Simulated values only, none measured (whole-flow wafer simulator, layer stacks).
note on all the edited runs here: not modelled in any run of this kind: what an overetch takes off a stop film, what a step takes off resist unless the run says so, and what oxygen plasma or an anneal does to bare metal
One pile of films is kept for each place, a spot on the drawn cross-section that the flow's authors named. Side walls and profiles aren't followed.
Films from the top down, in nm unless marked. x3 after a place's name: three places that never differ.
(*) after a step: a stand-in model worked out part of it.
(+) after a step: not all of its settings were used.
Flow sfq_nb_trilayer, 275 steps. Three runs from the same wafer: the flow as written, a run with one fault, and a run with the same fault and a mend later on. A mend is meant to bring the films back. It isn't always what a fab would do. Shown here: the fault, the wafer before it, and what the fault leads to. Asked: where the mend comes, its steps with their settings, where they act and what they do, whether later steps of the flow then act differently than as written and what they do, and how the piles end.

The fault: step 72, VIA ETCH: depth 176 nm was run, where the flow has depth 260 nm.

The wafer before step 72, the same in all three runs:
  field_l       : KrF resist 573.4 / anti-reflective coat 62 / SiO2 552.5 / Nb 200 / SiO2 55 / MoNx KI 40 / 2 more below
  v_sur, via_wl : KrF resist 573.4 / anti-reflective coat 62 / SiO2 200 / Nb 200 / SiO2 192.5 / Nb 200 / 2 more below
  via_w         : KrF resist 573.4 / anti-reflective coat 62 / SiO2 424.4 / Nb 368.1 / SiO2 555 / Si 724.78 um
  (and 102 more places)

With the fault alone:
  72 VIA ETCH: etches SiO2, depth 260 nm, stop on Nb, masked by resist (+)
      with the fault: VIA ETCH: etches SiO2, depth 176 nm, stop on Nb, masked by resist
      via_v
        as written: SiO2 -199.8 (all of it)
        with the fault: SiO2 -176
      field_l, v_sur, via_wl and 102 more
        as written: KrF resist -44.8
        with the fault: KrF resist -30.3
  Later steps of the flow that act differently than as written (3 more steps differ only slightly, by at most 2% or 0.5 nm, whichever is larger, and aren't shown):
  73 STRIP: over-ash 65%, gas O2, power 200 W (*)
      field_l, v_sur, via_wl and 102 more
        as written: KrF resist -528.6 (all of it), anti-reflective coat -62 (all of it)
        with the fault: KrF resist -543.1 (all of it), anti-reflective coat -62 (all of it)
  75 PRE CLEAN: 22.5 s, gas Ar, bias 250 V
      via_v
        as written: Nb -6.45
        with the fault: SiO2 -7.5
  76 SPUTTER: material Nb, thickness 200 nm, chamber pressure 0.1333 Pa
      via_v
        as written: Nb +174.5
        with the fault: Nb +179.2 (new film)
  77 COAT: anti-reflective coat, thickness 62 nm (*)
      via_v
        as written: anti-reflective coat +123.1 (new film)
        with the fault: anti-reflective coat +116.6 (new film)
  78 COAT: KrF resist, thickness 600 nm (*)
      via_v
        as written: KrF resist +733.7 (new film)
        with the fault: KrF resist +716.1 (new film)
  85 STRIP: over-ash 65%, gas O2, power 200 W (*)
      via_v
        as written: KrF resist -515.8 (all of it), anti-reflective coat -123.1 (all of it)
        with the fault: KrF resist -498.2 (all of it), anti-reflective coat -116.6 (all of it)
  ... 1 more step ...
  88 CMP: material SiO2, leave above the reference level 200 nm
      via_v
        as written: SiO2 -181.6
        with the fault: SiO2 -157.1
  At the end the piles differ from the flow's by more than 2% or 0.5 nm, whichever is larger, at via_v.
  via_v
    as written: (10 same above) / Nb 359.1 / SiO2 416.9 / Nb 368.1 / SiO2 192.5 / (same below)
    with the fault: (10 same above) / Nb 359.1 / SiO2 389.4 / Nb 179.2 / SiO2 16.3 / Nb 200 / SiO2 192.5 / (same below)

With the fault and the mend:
  The mend comes after step 72.
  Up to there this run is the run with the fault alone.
  72a VIA ETCH: etches SiO2, depth 84 nm, stop on Nb, masked by resist (+) (the flow's step 72 once more, with other settings)
      field_l, v_sur, via_wl and 102 more
        KrF resist -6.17
      via_v
        SiO2 -23.8 (all of it)
  No later step of the flow acts differently than as written, at any place that is followed, by more than 2% or 0.5 nm, whichever is larger.
  At the end the piles are the same as the flow's at every place that both follow.
